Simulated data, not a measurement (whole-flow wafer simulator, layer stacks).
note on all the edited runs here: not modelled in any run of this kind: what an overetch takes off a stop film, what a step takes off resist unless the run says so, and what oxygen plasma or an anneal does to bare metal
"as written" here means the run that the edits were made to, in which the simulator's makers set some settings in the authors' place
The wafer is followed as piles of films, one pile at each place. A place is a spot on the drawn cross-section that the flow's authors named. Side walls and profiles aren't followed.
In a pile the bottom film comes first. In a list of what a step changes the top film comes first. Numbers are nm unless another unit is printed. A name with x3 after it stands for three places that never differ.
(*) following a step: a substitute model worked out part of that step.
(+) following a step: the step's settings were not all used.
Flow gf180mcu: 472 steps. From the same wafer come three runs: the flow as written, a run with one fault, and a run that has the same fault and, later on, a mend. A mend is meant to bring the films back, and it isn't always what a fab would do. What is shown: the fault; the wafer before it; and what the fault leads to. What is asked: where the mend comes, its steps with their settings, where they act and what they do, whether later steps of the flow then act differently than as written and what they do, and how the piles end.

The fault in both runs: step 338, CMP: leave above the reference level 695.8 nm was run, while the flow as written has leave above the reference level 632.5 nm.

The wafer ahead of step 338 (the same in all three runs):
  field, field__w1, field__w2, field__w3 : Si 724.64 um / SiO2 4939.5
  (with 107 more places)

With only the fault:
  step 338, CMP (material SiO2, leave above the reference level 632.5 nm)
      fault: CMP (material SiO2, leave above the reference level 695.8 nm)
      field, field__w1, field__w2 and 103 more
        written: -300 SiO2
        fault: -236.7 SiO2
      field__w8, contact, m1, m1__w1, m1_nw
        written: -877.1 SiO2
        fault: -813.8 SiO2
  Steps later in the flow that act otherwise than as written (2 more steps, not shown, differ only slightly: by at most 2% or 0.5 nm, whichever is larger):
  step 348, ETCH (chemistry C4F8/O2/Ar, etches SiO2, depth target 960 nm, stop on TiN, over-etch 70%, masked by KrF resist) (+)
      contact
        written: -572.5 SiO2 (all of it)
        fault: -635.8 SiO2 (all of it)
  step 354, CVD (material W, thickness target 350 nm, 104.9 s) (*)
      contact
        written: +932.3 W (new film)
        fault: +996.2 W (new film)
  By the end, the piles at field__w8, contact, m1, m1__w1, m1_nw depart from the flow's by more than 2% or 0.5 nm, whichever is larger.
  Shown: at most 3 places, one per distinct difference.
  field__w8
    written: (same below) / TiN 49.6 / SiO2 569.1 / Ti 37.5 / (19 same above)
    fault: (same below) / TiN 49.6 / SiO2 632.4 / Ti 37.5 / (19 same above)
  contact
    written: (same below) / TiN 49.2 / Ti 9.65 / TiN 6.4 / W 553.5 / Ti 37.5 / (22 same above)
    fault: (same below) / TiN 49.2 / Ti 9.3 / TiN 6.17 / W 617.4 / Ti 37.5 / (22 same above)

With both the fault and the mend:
  The mend follows step 338.
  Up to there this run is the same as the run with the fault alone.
  step 338a, CMP (material SiO2, leave above the reference level 632.5 nm) (a further turn of the flow's step 338)
      field, field__w1, field__w2 and 108 more
        -63.3 SiO2
  None of the later steps of the flow acts differently than as written at any place that is followed.
  By the end, the piles equal the flow's at every place that both follow.
